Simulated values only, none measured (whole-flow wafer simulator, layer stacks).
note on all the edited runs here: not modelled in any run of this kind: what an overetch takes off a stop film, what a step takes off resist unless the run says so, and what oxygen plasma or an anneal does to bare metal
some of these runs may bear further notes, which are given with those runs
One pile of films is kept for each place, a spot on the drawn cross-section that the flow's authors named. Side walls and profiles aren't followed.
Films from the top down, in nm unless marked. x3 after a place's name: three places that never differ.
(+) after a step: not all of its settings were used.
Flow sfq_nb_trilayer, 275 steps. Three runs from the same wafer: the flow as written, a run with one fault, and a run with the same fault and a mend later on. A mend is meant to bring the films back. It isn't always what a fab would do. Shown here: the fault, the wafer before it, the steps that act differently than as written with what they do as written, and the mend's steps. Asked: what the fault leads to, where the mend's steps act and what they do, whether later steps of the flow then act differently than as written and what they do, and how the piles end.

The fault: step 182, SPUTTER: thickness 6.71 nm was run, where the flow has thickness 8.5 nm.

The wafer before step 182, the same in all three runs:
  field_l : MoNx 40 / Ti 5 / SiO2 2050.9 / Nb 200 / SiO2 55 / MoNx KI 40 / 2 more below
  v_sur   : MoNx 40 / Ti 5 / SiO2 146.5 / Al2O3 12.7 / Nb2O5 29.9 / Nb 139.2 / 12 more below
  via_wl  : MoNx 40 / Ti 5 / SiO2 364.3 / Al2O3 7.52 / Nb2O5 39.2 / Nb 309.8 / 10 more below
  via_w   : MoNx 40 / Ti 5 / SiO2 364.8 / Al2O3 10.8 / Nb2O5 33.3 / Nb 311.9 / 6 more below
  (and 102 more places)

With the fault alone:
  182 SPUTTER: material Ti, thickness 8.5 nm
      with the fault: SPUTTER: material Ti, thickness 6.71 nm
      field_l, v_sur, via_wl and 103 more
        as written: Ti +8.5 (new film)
        with the fault: Ti +6.71 (new film)
  Later steps of the flow that act differently than as written (20 more steps differ only slightly, by at most 2% or 0.5 nm, whichever is larger, and aren't shown):
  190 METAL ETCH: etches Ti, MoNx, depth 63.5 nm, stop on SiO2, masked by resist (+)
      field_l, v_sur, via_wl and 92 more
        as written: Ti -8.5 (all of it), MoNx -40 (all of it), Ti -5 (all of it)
        with the fault: Ti -6.71 (all of it), MoNx -40 (all of it), Ti -5 (all of it)
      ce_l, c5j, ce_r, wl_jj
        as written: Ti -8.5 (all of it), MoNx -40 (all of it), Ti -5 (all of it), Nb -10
        with the fault: Ti -6.71 (all of it), MoNx -40 (all of it), Ti -5 (all of it), Nb -11.8
  At the end the piles differ from the flow's by more than 2% or 0.5 nm, whichever is larger, at be_r, r_sur, res, r_end, r5r_line_l, r5r_line_c, r5r_line_r.
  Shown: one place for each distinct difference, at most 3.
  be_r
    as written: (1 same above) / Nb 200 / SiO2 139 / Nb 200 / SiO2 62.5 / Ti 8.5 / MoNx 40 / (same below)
    with the fault: (1 same above) / Nb 200 / SiO2 140.8 / Nb 200 / SiO2 62.5 / Ti 6.71 / MoNx 40 / (same below)
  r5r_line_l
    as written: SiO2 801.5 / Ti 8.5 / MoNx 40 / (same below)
    with the fault: SiO2 803.3 / Ti 6.71 / MoNx 40 / (same below)
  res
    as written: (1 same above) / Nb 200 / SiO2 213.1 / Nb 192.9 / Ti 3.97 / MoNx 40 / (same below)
    with the fault: (1 same above) / Nb 200 / SiO2 214.9 / Nb 192.9 / Ti 2.18 / MoNx 40 / (same below)

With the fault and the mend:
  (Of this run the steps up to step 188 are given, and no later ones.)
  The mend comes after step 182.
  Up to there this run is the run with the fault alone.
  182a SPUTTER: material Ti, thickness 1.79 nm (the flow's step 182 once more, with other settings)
      field_l, v_sur, via_wl and 103 more
        Ti +1.79
  No later step of the flow up to step 188 acts differently than as written at any place that is followed.
  After step 188 the piles are the same as the flow's at every place that both follow.
